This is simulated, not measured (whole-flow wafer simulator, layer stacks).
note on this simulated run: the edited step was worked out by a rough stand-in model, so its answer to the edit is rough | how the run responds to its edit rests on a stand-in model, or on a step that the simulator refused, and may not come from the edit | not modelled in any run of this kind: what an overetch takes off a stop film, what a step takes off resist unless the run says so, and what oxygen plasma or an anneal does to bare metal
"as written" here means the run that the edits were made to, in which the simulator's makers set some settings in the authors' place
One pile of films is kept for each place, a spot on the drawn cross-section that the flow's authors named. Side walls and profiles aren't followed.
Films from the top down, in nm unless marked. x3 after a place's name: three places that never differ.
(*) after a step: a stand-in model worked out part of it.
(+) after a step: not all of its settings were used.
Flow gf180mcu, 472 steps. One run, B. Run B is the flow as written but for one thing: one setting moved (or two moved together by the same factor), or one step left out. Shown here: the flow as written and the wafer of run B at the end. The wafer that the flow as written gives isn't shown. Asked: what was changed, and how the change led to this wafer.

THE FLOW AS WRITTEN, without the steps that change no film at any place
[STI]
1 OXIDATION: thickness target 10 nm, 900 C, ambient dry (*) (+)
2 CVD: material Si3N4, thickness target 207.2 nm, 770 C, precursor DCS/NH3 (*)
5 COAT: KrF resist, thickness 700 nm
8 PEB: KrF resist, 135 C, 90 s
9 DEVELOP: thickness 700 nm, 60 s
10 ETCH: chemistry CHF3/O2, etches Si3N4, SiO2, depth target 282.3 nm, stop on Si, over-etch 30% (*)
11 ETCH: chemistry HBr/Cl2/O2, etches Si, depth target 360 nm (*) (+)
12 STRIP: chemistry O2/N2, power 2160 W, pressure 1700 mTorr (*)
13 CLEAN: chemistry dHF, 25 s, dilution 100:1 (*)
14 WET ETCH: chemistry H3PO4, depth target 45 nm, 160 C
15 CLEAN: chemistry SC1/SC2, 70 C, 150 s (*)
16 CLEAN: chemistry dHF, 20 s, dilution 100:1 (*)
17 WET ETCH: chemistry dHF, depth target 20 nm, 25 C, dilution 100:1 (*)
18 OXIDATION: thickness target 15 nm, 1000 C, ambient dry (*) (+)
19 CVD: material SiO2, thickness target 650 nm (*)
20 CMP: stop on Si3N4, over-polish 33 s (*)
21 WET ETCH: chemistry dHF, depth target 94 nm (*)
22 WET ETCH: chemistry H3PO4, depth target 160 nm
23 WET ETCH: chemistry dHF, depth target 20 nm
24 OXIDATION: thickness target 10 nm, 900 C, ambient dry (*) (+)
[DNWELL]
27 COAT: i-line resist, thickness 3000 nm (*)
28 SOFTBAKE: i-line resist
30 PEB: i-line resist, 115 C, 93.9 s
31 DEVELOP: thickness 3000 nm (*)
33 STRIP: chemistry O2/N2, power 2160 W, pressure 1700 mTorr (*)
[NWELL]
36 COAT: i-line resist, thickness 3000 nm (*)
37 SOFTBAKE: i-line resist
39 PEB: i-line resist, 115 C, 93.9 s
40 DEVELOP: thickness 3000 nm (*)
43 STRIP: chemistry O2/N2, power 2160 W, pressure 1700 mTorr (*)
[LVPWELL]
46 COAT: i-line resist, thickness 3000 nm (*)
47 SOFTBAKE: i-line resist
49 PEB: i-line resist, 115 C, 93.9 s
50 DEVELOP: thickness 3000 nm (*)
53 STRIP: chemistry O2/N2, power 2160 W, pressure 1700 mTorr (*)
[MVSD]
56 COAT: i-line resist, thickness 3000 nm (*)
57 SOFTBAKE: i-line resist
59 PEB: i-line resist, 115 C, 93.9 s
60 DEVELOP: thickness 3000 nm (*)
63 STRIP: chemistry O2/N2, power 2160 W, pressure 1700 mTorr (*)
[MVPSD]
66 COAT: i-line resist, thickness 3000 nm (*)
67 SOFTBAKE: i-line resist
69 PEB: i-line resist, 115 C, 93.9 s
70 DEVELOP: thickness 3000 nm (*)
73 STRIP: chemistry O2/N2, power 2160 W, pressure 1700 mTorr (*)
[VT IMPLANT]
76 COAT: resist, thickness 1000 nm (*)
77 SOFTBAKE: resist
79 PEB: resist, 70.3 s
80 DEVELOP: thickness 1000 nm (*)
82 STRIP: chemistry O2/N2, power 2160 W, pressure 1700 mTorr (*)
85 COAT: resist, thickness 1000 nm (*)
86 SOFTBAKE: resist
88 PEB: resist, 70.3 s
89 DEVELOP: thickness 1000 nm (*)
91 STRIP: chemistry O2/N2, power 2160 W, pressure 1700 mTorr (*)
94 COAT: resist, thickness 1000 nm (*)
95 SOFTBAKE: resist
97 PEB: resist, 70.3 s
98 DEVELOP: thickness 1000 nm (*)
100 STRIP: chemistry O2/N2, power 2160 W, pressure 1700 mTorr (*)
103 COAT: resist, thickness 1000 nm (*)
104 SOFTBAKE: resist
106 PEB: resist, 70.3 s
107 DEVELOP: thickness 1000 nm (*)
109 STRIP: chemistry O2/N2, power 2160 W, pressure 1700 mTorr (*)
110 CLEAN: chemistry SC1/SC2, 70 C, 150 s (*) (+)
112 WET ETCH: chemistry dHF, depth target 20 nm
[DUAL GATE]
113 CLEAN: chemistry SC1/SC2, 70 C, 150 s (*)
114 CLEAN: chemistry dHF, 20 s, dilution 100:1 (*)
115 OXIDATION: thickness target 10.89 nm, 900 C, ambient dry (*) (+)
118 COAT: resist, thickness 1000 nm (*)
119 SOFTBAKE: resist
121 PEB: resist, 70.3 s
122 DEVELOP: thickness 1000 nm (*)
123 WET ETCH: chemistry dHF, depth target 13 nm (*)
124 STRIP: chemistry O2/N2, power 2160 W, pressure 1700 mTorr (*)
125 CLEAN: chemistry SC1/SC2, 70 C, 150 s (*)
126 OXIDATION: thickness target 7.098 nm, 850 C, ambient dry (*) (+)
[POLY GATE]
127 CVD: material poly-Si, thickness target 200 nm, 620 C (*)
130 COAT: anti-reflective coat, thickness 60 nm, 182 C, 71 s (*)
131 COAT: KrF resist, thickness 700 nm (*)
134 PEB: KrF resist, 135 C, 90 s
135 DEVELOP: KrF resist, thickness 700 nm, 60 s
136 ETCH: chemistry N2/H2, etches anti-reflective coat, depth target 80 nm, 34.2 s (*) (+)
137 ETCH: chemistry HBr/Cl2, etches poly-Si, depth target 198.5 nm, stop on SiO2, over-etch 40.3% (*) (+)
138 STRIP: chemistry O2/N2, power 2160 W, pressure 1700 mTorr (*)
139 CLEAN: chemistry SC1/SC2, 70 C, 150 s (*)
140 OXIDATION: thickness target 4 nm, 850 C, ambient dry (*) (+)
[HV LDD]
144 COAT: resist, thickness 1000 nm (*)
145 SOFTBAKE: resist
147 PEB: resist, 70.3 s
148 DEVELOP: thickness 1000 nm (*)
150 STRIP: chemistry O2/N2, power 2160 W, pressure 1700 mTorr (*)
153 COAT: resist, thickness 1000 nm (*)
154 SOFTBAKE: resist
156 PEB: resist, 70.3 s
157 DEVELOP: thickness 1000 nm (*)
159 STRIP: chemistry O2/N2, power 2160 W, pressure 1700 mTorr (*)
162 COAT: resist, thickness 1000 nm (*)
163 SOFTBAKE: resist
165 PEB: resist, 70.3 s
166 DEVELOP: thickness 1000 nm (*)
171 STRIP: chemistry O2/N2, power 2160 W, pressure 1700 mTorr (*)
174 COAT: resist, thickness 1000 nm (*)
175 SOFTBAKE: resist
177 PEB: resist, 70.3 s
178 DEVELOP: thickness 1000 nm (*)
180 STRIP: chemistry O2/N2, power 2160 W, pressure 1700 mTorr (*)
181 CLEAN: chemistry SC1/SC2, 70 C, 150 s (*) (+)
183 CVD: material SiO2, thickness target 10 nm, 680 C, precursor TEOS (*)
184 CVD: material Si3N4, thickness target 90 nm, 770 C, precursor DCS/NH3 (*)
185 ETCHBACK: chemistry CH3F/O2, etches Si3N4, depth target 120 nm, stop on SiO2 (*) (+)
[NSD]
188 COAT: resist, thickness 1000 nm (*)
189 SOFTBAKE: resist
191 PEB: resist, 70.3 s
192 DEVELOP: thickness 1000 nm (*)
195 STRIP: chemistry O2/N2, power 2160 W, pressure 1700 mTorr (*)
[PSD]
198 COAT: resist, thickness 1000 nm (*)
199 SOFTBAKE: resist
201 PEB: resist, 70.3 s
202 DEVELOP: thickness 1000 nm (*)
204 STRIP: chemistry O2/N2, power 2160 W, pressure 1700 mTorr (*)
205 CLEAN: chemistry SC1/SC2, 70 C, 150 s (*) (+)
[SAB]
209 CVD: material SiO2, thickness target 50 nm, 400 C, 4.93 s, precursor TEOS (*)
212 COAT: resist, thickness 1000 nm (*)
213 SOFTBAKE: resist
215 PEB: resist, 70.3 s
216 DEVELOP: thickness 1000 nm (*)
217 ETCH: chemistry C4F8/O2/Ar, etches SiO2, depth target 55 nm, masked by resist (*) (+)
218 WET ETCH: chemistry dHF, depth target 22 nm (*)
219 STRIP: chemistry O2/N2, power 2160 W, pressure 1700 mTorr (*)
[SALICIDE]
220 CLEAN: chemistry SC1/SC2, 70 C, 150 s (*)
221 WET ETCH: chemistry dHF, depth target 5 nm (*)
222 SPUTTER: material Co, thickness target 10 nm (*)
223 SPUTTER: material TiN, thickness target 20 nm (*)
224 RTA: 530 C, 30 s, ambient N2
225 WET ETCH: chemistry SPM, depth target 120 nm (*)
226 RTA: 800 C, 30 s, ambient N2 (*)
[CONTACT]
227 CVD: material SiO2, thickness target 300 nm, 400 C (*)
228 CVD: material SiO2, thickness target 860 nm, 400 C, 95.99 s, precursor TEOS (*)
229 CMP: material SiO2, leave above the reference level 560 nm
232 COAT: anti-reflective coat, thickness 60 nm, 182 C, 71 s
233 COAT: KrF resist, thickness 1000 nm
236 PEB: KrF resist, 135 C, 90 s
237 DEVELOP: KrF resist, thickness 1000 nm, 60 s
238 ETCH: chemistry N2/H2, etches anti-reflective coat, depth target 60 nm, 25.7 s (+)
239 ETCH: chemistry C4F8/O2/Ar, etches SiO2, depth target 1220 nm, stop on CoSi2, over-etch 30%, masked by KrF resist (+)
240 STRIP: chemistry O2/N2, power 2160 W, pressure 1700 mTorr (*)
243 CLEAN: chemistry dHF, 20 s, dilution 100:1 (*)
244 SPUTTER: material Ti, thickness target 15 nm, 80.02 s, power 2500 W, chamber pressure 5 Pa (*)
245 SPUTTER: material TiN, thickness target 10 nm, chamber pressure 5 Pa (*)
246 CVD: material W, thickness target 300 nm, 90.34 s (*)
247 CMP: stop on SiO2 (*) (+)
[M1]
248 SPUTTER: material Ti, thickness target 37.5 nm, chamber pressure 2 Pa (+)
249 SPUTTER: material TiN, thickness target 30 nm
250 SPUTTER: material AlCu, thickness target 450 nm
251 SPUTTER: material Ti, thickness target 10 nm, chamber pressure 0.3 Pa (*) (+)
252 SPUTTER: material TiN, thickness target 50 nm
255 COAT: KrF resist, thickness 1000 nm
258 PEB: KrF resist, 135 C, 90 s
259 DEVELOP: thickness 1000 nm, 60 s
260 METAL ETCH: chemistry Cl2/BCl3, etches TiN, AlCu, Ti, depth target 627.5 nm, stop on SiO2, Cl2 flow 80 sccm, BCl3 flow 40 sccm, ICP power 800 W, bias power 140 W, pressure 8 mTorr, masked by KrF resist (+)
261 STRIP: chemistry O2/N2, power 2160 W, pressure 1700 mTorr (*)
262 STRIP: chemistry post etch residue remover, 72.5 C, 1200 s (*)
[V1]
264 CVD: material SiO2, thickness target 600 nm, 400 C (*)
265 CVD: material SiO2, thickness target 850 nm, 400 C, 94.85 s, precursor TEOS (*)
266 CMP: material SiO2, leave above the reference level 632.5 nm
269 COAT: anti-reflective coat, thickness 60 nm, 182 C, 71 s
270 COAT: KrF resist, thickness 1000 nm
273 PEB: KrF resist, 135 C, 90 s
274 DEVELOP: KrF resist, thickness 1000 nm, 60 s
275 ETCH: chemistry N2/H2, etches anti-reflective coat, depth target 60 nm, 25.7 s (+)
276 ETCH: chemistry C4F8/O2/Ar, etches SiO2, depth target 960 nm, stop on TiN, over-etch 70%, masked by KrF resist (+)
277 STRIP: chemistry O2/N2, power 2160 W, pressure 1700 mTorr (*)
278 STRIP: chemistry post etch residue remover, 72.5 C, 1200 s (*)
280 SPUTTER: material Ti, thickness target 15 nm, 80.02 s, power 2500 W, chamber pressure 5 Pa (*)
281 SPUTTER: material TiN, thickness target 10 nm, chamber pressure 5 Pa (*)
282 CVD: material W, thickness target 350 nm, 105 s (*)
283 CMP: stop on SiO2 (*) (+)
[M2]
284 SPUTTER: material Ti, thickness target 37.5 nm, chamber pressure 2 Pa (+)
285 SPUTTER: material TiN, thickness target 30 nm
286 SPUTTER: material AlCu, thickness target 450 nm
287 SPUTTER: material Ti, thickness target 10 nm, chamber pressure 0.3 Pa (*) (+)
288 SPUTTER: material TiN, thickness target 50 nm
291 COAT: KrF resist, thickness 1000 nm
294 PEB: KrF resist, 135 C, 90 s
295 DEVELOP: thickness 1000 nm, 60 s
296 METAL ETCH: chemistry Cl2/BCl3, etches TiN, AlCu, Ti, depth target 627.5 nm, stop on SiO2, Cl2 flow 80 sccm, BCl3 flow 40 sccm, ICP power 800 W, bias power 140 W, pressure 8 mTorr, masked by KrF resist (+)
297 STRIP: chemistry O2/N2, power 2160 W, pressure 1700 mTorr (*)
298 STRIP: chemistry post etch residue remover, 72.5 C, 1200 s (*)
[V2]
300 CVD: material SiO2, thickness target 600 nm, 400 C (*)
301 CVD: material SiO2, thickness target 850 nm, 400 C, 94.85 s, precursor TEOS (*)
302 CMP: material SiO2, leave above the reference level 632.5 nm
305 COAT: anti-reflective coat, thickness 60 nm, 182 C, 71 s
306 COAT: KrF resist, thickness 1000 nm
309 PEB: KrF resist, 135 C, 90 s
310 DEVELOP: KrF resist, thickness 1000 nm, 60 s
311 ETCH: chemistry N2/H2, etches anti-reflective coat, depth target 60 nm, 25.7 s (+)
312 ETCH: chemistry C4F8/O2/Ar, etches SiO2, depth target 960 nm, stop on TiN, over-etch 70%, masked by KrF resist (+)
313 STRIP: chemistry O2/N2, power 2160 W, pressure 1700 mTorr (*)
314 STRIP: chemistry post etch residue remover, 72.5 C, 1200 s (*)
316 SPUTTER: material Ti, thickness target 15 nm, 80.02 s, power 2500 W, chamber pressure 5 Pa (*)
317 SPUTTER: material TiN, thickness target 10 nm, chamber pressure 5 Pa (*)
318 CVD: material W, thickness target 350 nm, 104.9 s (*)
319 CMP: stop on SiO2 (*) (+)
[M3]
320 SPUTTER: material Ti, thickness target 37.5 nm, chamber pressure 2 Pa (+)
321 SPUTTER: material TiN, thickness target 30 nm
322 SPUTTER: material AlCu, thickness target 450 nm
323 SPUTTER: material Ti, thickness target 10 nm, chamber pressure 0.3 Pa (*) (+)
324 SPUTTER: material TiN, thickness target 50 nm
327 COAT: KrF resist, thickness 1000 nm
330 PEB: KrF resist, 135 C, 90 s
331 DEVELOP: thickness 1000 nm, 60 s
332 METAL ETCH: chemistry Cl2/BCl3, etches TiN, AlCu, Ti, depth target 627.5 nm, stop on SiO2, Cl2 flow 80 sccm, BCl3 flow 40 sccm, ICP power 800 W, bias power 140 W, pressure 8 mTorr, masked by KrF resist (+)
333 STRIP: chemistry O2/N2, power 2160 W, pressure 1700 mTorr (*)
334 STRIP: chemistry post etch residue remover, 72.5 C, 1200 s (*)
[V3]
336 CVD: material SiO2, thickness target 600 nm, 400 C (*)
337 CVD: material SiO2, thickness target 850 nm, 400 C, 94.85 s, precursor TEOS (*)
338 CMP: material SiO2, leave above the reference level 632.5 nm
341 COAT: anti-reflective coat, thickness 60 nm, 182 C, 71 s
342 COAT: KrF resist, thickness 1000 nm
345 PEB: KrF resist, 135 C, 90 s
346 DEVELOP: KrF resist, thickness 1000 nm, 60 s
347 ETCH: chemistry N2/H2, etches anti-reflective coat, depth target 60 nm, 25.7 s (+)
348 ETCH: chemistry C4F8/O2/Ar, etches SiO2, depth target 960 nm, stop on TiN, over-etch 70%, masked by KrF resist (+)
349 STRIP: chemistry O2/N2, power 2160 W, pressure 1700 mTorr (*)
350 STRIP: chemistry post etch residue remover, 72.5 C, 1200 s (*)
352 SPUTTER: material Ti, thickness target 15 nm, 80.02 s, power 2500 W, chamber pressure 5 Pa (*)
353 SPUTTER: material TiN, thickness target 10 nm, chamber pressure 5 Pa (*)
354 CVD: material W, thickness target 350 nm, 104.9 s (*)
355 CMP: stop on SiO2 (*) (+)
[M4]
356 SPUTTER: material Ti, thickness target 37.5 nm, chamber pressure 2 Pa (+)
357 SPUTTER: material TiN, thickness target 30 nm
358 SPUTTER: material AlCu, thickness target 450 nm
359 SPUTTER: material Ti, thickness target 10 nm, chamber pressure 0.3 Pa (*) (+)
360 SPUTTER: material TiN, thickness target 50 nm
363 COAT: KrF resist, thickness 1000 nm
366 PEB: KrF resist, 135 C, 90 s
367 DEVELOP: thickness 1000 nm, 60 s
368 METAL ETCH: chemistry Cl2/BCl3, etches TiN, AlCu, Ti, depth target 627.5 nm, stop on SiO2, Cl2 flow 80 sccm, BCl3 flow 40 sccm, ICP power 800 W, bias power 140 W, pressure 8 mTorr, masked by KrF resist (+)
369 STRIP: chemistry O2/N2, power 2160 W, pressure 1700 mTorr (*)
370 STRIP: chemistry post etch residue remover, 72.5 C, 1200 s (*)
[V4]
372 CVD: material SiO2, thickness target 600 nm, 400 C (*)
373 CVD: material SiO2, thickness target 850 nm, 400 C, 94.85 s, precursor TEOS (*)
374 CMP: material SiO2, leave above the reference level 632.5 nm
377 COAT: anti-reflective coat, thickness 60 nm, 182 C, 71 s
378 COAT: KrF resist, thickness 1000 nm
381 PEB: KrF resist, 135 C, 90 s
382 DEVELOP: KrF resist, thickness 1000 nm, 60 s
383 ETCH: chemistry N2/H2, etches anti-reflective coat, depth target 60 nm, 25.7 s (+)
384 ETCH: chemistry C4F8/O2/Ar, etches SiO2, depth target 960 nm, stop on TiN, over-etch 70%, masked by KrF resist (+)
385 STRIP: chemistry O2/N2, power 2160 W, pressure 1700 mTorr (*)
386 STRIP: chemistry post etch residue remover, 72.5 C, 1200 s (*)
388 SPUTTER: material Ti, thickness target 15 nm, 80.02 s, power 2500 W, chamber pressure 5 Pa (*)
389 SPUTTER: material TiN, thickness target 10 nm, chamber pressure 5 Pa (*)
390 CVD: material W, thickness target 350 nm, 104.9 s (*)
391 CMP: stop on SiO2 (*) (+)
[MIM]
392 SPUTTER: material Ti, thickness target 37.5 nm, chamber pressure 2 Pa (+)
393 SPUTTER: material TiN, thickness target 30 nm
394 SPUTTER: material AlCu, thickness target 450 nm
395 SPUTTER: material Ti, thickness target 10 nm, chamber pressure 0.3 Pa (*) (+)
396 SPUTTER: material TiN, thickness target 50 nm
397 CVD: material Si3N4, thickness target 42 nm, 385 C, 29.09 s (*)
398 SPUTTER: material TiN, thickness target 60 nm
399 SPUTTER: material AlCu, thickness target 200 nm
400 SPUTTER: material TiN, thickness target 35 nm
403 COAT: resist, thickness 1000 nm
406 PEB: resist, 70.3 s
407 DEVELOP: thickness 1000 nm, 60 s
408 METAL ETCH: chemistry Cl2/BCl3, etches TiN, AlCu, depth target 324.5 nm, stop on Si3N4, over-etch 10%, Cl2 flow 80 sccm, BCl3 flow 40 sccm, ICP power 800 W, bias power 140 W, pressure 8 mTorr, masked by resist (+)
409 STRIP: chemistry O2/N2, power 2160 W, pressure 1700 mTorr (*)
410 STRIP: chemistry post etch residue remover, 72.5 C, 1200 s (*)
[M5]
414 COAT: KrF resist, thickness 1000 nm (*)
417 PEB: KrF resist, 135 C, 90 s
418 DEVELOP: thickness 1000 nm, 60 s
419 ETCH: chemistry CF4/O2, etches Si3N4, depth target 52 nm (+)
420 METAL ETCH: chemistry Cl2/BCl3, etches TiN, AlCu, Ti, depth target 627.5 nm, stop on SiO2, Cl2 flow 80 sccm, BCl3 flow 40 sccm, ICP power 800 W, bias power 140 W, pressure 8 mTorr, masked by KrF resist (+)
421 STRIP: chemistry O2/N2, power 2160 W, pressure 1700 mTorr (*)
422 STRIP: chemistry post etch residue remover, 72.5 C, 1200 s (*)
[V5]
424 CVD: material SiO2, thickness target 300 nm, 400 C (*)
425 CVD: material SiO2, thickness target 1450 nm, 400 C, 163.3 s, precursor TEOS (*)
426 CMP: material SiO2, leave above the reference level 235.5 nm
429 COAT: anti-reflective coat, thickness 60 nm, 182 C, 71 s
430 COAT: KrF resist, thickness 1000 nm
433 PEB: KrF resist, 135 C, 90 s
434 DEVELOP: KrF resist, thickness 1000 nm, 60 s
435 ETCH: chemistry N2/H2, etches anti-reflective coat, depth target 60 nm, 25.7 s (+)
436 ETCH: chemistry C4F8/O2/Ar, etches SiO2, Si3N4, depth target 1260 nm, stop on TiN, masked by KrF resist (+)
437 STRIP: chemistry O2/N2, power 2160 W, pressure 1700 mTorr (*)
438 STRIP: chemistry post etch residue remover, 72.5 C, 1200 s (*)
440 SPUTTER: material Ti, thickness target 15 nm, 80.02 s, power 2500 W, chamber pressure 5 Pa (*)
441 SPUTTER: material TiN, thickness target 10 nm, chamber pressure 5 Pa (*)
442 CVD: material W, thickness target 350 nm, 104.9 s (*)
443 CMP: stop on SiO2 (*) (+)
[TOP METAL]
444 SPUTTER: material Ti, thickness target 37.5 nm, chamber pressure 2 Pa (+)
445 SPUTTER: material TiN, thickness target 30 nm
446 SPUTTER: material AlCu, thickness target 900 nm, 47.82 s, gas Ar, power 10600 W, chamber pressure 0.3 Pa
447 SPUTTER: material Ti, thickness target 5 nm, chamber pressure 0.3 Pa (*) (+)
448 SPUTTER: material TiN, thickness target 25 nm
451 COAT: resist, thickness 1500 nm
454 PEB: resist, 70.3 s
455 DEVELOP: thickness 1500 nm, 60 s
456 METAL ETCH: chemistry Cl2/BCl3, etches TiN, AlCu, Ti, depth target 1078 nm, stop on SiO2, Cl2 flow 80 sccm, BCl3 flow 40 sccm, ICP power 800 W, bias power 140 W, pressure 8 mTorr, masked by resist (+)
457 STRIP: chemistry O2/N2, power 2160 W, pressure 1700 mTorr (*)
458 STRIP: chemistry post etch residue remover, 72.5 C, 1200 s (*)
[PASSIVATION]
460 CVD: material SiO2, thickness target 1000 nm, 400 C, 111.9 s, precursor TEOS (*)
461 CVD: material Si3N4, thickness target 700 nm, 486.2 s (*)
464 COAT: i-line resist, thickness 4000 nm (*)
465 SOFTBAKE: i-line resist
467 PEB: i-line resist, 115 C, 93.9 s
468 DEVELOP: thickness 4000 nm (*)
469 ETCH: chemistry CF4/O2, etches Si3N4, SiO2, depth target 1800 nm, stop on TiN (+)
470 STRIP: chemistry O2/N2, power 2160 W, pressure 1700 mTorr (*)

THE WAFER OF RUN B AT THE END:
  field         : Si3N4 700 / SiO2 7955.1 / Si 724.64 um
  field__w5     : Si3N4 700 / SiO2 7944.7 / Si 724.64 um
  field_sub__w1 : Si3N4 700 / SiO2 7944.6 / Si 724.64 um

The cause: step 425, CVD: thickness target 870 nm was run, where the flow has thickness target 1450 nm; step 425, CVD: 97.97 s was run, where the flow has 163.3 s.

How the change led to this, step by step:
  425 CVD: material SiO2, thickness target 1450 nm, 400 C, 163.3 s, precursor TEOS (*)
      field, field__w1, field__w4 and 100 more: SiO2 +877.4 (as written it would be: SiO2 +1450)
      field__w2, field__w3, field__w12 and 6 more: SiO2 +860.9 (as written it would be: SiO2 +1421.8)
  426 CMP: material SiO2, leave above the reference level 235.5 nm
      field, field__w1, field__w5 and 92 more: nothing (as written it would be: SiO2 -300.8)
      field__w2, field__w3, field__w12 and 6 more: nothing (as written it would be: SiO2 -272.7)
      (and at 8 more places)
  429 COAT: anti-reflective coat, thickness 60 nm, 182 C, 71 s
      p_well, sti, spacer, sd_n, pad, dice_street: anti-reflective coat +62 (new film) (as written it would be: anti-reflective coat +60 (new film))
      gate, nw_enc_fld_lv__w1: anti-reflective coat +62.4 (new film) (as written it would be: anti-reflective coat +60 (new film))
      (and at 47 more places)
  430 COAT: KrF resist, thickness 1000 nm
      field: KrF resist +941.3 (new film) (as written it would be: KrF resist +1000 (new film))
      field__w1: KrF resist +977.3 (new film) (as written it would be: KrF resist +1000 (new film))
      (and at 27 more places)
  433 PEB: KrF resist, 135 C, 90 s
      gate_p, nw_enc_fld_lv: KrF resist -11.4 (as written it would be: KrF resist -10.5)
      field: KrF resist -9.62 (as written it would be: KrF resist -10.5)
      (and at 16 more places)
  434 DEVELOP: KrF resist, thickness 1000 nm, 60 s
      contact: KrF resist -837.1 (all of it) (as written it would be: KrF resist -989.5 (all of it))
  435 ETCH: chemistry N2/H2, etches anti-reflective coat, depth target 60 nm, 25.7 s (+)
      contact: anti-reflective coat -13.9 (all of it), SiO2 -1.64 (as written it would be: anti-reflective coat -60 (all of it), SiO2 -0.46)
  437 STRIP: chemistry O2/N2, power 2160 W, pressure 1700 mTorr (*)
      p_well, sti, spacer, sd_n, pad, dice_street: KrF resist -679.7 (all of it), anti-reflective coat -62 (all of it) (as written it would be: KrF resist -679.2 (all of it), anti-reflective coat -60 (all of it))
      field: KrF resist -621.5 (all of it), anti-reflective coat -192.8 (all of it) (as written it would be: KrF resist -679.2 (all of it), anti-reflective coat -60 (all of it))
      (and at 48 more places)
  440 SPUTTER: material Ti, thickness target 15 nm, 80.02 s, power 2500 W, chamber pressure 5 Pa (*)
      field__w2: Ti +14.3 (new film) (as written it would be: Ti +15 (new film))
      contact: Ti +9.5 (new film) (as written it would be: Ti +8.12 (new film))
  441 SPUTTER: material TiN, thickness target 10 nm, chamber pressure 5 Pa (*)
      field__w2: TiN +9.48 (new film) (as written it would be: TiN +10 (new film))
      contact: TiN +6.31 (new film) (as written it would be: TiN +5.38 (new film))
  442 CVD: material W, thickness target 350 nm, 104.9 s (*)
      contact: W +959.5 (new film) (as written it would be: W +1233.6 (new film))
  443 CMP: stop on SiO2 (*) (+)
      field__w3, field__w12, npoly_sal, ppoly_sal, nw_sep_fld, gate_hv5, gate_p_hv5, sti_nw: W -350 (all of it), TiN -10 (all of it), Ti -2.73 (as written it would be: W -350 (all of it), TiN -10 (all of it), Ti -15 (all of it), SiO2 -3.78)
      field__w2: W -350.7 (all of it), TiN -9.48 (all of it), Ti -2.01 (as written it would be: W -350 (all of it), TiN -10 (all of it), Ti -15 (all of it), SiO2 -3.78)
      (and at 7 more places)
  444 SPUTTER: material Ti, thickness target 37.5 nm, chamber pressure 2 Pa (+)
      field__w2, field__w3, field__w12 and 6 more: Ti +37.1 (as written it would be: Ti +37.5 (new film))
  445 SPUTTER: material TiN, thickness target 30 nm
      field__w2, field__w3, field__w12 and 6 more: TiN +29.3 (new film) (as written it would be: TiN +30 (new film))
  448 SPUTTER: material TiN, thickness target 25 nm
      field__w2, field__w3, field__w12 and 6 more: TiN +24.4 (new film) (as written it would be: TiN +25 (new film))
  451 COAT: resist, thickness 1500 nm
      field: resist +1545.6 (new film) (as written it would be: resist +1500 (new film))
      field__w8: resist +1274.6 (new film) (as written it would be: resist +1500 (new film))
      (and at 9 more places)
  ... 8 more steps ...
  470 STRIP: chemistry O2/N2, power 2160 W, pressure 1700 mTorr (*)
      field__w8, m1__w1: i-line resist -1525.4 (all of it) (as written it would be: i-line resist -1775.9 (all of it))
      m1: i-line resist -1538 (all of it) (as written it would be: i-line resist -1798.9 (all of it))
      (and at 3 more places)
